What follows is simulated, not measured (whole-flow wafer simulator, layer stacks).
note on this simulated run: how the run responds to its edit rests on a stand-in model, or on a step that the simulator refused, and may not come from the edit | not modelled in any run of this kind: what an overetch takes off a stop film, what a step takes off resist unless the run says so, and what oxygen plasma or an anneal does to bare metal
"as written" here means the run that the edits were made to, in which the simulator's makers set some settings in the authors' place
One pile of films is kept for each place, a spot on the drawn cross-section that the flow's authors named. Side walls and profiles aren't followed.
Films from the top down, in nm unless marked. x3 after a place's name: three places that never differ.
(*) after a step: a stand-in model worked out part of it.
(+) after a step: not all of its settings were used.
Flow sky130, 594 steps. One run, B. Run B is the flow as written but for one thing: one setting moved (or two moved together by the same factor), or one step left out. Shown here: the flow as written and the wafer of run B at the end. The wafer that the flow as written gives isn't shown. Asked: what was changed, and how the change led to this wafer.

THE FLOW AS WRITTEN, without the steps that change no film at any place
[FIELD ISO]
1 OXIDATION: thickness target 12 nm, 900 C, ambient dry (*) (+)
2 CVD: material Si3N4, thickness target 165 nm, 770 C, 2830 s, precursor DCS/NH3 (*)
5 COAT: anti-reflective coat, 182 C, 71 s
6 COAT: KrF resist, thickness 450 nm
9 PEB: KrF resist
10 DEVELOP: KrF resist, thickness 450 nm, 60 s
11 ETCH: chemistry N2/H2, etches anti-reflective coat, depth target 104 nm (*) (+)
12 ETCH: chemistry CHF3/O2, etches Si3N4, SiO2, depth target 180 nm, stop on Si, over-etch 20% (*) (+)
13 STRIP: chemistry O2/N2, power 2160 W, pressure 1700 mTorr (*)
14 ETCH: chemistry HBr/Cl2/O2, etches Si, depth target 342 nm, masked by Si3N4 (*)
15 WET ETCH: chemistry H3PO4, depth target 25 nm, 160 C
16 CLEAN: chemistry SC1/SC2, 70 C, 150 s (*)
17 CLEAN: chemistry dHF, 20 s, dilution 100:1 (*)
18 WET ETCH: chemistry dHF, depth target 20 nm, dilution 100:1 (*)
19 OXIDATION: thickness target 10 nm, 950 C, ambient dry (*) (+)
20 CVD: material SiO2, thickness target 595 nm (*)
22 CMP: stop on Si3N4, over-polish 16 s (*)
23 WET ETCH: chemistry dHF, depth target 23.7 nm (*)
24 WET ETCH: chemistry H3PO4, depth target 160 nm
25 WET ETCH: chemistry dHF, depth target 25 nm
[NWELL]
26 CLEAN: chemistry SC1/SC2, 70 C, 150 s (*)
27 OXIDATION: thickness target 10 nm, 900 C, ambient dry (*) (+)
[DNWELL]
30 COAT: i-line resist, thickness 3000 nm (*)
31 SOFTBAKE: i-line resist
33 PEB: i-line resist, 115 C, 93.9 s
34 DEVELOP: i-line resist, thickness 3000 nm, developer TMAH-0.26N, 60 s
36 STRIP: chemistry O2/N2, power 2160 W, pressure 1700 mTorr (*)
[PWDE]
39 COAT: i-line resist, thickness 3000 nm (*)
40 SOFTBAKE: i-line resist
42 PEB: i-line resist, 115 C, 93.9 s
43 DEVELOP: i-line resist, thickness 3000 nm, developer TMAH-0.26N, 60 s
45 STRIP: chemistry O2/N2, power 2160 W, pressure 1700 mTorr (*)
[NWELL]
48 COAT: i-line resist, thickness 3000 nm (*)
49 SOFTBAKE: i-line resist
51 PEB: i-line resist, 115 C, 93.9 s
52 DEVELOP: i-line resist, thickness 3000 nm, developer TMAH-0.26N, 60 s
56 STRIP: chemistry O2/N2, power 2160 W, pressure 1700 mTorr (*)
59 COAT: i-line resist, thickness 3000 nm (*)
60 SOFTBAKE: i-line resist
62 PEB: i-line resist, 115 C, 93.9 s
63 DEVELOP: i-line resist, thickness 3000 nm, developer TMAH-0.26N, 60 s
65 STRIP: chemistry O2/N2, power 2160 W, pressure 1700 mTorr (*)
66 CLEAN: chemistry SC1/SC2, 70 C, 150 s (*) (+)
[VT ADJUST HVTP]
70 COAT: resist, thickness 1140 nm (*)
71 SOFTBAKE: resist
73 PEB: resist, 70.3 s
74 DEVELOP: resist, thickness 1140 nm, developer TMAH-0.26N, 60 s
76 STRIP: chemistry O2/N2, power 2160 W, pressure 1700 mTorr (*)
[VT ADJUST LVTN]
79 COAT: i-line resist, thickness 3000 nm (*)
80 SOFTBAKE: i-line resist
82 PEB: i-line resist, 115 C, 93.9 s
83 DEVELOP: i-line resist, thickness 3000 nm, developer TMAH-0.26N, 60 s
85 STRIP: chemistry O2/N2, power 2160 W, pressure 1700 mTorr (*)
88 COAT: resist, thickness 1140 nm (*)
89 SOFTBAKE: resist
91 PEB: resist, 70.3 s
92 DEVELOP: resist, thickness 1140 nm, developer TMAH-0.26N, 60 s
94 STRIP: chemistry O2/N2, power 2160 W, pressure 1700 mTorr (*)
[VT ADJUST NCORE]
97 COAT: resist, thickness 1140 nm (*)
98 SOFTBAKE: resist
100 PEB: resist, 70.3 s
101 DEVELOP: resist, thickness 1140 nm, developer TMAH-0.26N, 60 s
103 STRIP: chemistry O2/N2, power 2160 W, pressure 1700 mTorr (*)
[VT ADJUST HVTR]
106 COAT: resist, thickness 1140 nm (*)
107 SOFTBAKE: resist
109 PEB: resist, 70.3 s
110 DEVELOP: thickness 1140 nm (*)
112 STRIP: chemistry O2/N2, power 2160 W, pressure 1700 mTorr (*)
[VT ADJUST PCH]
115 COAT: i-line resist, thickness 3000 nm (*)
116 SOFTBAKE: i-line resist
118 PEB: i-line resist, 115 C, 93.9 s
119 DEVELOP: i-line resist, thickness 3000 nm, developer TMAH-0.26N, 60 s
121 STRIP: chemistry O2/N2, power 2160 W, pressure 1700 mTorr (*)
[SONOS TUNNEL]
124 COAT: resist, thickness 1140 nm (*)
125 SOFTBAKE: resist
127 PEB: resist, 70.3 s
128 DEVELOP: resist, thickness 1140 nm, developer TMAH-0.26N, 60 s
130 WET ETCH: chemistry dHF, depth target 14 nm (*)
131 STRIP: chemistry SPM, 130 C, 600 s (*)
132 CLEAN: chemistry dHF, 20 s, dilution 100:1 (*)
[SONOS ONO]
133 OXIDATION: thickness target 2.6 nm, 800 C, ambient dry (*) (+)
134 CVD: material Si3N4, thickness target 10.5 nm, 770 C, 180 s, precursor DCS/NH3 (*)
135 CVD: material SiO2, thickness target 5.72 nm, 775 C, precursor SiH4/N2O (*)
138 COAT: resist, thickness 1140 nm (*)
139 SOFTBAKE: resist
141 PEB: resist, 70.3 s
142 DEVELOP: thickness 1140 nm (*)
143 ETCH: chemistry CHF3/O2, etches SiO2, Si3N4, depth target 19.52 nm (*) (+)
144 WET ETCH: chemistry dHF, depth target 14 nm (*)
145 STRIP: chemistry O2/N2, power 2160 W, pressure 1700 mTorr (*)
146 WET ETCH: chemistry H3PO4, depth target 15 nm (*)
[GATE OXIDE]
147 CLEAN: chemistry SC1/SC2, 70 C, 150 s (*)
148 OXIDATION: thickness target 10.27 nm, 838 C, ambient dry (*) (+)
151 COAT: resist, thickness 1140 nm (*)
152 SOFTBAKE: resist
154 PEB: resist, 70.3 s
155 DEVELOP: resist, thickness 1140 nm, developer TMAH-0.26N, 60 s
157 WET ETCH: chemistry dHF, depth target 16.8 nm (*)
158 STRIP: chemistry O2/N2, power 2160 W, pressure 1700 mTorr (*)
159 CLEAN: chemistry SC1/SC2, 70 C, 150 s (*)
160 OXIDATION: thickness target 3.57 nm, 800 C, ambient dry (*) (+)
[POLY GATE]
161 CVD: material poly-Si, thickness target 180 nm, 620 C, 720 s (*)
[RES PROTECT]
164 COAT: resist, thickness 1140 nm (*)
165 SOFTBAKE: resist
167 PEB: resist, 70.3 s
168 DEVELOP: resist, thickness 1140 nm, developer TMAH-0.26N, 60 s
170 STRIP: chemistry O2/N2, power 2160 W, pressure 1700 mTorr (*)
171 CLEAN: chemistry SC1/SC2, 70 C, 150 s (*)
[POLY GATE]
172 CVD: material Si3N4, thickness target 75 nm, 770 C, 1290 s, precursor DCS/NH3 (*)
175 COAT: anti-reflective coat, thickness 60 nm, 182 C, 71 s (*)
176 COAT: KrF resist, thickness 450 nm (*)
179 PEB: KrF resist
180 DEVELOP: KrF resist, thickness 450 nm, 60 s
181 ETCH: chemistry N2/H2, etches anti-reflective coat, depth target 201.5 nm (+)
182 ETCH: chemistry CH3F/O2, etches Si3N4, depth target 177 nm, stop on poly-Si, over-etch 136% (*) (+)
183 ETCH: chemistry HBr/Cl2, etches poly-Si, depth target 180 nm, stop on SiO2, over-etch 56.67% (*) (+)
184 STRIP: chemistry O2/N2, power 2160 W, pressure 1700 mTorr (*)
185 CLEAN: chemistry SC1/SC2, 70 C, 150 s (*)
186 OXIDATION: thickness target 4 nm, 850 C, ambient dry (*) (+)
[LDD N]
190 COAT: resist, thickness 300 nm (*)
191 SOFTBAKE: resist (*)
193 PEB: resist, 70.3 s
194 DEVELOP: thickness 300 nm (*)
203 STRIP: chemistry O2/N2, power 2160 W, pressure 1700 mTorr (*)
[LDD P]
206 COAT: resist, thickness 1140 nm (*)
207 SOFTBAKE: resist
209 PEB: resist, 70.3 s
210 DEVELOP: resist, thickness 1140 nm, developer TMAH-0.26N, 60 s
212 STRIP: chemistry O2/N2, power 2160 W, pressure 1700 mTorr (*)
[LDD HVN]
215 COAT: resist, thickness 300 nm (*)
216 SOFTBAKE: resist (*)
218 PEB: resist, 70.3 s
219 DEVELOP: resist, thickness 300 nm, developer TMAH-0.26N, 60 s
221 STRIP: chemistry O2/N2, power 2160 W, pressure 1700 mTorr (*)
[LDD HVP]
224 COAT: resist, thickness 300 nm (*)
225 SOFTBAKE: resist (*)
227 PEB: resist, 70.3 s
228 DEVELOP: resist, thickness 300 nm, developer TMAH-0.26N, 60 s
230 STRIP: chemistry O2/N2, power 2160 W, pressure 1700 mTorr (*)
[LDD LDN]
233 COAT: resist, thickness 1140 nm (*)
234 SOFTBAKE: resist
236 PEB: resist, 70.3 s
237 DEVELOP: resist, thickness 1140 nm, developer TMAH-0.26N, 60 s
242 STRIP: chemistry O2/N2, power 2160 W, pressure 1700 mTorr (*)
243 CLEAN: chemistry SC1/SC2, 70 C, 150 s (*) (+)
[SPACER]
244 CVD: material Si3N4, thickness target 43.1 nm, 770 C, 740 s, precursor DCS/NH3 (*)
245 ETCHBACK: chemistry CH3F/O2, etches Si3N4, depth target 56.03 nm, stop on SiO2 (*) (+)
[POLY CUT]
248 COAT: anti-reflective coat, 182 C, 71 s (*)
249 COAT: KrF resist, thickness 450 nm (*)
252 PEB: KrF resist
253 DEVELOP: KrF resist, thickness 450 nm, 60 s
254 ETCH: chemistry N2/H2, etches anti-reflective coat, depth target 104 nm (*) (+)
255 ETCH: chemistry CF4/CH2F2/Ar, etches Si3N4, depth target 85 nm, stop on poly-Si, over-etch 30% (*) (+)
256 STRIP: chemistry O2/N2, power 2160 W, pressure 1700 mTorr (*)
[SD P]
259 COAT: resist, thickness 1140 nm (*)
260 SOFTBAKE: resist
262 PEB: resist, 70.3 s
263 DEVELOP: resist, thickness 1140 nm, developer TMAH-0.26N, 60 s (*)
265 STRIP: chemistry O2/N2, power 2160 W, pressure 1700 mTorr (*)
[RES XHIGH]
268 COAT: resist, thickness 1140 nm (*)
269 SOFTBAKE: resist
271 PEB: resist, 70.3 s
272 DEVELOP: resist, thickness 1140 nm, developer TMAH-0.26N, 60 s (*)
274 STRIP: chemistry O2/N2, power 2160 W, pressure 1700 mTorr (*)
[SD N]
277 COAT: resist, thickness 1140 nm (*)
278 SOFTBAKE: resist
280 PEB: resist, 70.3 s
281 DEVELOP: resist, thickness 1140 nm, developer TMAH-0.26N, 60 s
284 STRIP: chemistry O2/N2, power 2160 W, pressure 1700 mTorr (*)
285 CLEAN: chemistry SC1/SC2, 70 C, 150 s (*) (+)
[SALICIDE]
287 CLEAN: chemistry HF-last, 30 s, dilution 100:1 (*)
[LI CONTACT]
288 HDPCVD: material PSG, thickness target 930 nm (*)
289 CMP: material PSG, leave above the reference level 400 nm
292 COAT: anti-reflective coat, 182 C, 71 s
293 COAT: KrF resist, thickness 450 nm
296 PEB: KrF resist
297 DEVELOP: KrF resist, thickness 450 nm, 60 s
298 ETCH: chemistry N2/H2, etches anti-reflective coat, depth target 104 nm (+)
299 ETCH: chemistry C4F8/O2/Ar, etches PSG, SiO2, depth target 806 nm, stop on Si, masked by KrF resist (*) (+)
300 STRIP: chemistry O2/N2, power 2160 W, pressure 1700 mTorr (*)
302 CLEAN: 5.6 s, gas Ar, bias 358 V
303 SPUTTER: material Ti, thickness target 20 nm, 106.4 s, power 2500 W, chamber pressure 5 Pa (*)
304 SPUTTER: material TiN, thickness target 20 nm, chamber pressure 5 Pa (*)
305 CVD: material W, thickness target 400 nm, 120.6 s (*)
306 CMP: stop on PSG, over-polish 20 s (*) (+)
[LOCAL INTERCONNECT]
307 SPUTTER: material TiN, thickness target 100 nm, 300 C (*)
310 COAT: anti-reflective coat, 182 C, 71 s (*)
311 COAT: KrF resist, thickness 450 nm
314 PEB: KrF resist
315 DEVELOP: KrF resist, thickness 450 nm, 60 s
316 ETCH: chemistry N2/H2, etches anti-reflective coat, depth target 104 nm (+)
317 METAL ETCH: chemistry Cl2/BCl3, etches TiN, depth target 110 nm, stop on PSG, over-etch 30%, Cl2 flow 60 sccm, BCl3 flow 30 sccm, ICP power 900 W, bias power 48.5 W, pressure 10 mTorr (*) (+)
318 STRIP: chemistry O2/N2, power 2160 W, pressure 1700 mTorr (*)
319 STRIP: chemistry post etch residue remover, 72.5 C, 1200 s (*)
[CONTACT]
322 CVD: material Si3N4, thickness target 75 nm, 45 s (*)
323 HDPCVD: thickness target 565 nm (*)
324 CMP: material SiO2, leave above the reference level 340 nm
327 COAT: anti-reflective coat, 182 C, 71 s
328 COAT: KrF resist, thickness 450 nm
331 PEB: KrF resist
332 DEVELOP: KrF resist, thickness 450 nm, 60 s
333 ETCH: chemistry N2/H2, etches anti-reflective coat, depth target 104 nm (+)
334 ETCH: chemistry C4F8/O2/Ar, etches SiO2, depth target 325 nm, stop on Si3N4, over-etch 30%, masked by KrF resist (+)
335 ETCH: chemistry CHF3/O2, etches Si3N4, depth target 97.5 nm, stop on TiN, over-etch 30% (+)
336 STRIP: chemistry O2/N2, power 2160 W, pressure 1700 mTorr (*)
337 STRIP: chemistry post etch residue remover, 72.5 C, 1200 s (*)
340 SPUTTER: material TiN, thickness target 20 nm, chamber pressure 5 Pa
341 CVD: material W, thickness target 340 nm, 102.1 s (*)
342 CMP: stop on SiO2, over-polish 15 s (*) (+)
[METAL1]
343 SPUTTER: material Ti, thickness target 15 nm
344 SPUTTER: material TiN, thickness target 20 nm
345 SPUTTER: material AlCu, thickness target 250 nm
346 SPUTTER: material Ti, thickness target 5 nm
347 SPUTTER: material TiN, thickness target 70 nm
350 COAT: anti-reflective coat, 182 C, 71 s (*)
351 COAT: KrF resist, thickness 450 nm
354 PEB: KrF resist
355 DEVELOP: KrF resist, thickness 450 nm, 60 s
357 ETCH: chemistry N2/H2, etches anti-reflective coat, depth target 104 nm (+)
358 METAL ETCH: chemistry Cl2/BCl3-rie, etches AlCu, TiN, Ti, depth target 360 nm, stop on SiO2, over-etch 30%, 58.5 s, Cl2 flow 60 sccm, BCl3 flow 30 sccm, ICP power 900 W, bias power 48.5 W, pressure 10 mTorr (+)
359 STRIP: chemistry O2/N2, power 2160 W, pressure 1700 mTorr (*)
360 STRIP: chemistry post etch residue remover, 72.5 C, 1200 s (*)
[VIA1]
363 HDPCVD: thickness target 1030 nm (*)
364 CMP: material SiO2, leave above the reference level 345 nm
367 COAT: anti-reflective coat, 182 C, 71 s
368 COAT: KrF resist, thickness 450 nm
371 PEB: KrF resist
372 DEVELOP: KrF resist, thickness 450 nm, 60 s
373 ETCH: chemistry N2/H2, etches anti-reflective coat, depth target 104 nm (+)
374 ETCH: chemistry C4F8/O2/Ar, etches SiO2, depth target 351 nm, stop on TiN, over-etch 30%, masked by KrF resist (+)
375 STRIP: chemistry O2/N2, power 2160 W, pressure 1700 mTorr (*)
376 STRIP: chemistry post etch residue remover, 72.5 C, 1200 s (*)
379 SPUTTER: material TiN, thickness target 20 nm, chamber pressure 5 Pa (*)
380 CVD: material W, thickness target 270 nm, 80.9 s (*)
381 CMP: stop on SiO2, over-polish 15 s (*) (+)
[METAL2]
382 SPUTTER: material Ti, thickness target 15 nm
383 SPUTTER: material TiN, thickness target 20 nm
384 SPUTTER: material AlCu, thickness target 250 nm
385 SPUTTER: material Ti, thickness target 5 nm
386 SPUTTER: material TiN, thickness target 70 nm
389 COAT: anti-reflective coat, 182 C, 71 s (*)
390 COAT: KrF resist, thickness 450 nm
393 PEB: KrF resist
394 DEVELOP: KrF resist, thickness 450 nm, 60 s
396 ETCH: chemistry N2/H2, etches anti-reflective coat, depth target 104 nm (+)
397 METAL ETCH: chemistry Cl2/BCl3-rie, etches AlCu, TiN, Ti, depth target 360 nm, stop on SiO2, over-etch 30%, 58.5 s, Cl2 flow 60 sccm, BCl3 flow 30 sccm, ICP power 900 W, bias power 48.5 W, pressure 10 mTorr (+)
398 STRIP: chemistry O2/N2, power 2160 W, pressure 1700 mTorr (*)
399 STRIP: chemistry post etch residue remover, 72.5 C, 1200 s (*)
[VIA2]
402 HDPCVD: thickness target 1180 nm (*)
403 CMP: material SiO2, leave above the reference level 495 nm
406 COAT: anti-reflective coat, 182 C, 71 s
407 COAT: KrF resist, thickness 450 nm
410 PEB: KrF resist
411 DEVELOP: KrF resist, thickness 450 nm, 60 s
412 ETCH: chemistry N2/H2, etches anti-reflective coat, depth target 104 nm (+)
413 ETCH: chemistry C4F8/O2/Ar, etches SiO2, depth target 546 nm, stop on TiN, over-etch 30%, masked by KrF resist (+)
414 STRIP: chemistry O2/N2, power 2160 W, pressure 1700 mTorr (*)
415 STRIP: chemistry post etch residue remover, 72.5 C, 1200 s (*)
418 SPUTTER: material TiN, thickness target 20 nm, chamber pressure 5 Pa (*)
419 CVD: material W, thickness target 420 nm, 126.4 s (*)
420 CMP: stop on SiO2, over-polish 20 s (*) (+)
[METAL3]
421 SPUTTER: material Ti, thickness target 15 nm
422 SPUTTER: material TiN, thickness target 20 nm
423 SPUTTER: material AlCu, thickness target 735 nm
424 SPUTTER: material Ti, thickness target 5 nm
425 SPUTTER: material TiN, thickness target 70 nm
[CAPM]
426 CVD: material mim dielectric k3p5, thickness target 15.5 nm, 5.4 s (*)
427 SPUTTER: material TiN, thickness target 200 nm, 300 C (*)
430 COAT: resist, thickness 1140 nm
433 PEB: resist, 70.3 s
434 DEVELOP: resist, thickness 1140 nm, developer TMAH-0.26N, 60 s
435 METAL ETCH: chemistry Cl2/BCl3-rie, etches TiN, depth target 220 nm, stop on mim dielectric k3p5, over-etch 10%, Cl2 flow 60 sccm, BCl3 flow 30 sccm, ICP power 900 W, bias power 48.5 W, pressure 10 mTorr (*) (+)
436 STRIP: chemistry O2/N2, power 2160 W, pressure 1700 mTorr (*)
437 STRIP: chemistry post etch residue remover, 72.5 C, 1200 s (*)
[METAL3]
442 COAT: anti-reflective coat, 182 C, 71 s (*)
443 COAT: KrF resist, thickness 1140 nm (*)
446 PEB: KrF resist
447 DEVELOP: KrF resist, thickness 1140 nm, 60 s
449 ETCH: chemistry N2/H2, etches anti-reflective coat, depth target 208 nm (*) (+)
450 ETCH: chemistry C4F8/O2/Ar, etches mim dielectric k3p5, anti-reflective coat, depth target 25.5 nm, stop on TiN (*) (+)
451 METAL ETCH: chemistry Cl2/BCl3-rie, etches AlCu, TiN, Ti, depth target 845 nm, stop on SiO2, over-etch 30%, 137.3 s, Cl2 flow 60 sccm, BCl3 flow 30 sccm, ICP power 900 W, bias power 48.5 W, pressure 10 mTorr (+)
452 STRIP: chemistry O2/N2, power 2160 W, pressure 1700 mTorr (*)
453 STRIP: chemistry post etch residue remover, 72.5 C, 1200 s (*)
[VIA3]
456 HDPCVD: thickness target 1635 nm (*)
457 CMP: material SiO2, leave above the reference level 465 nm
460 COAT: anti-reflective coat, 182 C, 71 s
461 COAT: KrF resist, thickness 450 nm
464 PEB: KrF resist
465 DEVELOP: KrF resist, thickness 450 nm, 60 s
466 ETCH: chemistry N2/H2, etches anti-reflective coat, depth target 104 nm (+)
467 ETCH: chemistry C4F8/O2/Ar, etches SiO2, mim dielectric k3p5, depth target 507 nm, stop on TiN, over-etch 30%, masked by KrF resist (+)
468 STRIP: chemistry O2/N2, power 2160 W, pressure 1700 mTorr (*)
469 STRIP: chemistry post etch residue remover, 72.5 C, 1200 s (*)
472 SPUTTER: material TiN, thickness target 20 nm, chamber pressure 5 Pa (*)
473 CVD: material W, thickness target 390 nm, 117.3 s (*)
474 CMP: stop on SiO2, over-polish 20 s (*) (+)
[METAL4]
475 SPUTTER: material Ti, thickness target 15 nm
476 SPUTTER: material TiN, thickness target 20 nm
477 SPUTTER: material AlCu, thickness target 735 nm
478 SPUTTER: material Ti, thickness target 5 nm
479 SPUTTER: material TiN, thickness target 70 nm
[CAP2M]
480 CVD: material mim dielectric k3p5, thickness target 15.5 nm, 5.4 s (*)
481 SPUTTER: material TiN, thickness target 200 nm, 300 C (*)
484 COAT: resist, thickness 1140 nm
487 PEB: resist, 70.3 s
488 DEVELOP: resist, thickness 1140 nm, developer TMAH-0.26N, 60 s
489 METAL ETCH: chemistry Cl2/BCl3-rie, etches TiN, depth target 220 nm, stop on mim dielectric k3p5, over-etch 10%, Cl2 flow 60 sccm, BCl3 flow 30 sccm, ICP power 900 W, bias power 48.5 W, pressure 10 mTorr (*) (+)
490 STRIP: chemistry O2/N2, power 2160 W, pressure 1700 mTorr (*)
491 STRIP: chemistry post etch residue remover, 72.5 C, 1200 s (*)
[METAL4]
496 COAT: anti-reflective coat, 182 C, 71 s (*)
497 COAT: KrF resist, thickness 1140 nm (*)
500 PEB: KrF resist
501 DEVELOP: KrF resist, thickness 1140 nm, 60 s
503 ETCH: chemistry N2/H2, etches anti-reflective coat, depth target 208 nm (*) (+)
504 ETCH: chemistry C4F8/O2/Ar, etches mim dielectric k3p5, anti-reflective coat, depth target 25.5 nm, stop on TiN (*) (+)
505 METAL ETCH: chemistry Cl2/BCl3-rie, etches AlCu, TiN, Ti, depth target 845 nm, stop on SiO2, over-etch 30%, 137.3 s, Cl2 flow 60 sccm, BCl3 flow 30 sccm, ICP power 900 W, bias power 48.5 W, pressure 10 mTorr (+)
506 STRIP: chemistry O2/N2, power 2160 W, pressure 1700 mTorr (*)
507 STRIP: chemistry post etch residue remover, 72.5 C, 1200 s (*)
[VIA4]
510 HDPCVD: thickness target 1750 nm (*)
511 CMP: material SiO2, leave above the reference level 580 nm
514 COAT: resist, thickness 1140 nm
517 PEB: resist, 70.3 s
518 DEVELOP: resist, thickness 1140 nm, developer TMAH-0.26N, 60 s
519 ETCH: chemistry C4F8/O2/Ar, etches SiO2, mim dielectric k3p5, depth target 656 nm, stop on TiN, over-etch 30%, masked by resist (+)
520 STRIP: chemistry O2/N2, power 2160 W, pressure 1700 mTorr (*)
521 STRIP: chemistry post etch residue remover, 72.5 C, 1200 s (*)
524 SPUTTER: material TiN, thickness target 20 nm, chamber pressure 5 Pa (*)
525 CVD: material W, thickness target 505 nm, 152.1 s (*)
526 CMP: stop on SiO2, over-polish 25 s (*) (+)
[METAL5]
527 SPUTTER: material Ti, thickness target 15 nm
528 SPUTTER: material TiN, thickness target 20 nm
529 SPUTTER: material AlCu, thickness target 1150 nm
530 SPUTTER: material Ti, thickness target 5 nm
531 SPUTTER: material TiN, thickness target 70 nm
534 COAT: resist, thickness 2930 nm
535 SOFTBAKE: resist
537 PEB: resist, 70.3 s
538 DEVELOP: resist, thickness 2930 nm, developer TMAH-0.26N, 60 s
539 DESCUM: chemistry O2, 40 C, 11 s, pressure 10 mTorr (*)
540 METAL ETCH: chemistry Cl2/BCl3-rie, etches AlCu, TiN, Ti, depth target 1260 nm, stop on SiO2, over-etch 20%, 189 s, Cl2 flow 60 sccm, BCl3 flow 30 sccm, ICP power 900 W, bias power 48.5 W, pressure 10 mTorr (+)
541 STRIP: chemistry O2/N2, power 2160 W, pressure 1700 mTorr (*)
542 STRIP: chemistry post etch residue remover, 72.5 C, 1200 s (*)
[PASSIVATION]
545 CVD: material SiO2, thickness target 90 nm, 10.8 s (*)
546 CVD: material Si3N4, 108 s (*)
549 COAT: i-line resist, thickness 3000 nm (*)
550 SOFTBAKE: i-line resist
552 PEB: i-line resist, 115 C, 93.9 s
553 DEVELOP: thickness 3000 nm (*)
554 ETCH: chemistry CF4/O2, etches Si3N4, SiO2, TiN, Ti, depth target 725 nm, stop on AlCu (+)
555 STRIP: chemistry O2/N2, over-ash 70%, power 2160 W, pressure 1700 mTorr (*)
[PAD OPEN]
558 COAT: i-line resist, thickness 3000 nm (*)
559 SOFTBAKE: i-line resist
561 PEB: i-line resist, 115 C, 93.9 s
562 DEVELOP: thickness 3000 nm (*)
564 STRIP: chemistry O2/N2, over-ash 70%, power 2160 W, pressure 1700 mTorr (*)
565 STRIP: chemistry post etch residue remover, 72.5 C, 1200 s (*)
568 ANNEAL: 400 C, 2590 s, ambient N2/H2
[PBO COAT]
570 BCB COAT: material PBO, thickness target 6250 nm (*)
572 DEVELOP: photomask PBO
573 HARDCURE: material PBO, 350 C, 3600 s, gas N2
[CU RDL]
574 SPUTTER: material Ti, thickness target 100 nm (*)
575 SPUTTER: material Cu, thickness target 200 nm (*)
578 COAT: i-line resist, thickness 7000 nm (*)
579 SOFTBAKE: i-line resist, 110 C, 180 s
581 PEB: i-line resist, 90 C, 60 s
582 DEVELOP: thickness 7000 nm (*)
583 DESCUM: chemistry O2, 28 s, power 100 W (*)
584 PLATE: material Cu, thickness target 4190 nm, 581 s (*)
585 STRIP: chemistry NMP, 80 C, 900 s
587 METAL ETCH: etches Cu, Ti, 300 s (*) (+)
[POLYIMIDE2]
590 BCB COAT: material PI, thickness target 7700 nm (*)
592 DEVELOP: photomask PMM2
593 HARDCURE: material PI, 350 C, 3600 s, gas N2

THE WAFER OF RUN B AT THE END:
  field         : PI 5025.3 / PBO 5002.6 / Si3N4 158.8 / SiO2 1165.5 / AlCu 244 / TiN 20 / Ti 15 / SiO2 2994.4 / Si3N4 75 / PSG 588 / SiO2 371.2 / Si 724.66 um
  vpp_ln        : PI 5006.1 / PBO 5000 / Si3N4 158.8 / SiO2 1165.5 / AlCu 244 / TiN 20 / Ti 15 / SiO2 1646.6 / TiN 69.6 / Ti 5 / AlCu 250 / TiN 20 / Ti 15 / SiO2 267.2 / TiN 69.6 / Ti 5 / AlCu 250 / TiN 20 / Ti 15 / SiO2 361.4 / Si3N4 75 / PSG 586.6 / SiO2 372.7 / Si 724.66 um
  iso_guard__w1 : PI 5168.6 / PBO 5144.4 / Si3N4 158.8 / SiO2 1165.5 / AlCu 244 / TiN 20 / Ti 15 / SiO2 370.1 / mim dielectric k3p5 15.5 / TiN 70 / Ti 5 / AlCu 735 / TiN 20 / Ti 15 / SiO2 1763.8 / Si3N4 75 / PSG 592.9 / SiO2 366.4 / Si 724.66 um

The cause: step 505, METAL ETCH: depth target 431 nm was run, where the flow has depth target 845 nm; step 505, METAL ETCH: 70 s was run, where the flow has 137.3 s.

How the change led to this, step by step:
  505 METAL ETCH: chemistry Cl2/BCl3-rie, etches AlCu, TiN, Ti, depth target 845 nm, stop on SiO2, over-etch 30%, 137.3 s, Cl2 flow 60 sccm, BCl3 flow 30 sccm, ICP power 900 W, bias power 48.5 W, pressure 10 mTorr (+)
      field, gate, spacer and 68 more: TiN -70 (all of it), Ti -5 (all of it), AlCu -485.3 (as written it would be: TiN -70 (all of it), Ti -5 (all of it), AlCu -735 (all of it), TiN -20 (all of it), Ti -15 (all of it), SiO2 -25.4)
      active, vpp_iso1, mim_edge_plate and 14 more: TiN -70 (all of it), Ti -5 (all of it), AlCu -485.3 (as written it would be: TiN -70 (all of it), Ti -5 (all of it), AlCu -735 (all of it), TiN -20 (all of it), Ti -15 (all of it), SiO2 -25.3)
      (and at 105 more places)
  506 STRIP: chemistry O2/N2, power 2160 W, pressure 1700 mTorr (*)
      n_well, p_well, gate_hv and 83 more: KrF resist -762 (all of it), anti-reflective coat -80 (all of it) (as written it would be: KrF resist -492.9 (all of it), anti-reflective coat -80 (all of it))
      vcap_hvt, varactor_hvt_edge, varactor_hvt_sp: KrF resist -763.6 (all of it), anti-reflective coat -80.3 (all of it) (as written it would be: KrF resist -494.5 (all of it), anti-reflective coat -80.3 (all of it))
      (and at 16 more places)
  507 STRIP: chemistry post etch residue remover, 72.5 C, 1200 s (*)
      field, active, gate and 85 more: AlCu -5.72 (as written it would be: nothing)
  510 HDPCVD: thickness target 1750 nm (*)
      field, active, gate and 85 more: SiO2 +1750 (new film) (as written it would be: SiO2 +1750)
  511 CMP: material SiO2, leave above the reference level 580 nm
      field, active, gate and 77 more: SiO2 -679 (as written it would be: SiO2 -374.7)
      iso_guard__w1, mim_edge_gap, vpp_l1ln, vpp_m3ln, rpm_encl, via2_enc, rpm_encl_psd, iso_guard_nsd_tip: SiO2 -679 (as written it would be: SiO2 -374.6)
Counting metal films that touch as one body, field has 1 body; the flow as written gives 0 bodies.
Counting metal films that touch as one body, vpp_ln has 3 bodies (between them, from the top down: SiO2 1646.6; SiO2 267.2); the flow as written gives 2 bodies (between them, from the top down: SiO2 267.2).
Counting metal films that touch as one body, iso_guard__w1 has 2 bodies (between them, from the top down: SiO2 370.1 / mim dielectric k3p5 15.5); the flow as written gives 1 body.
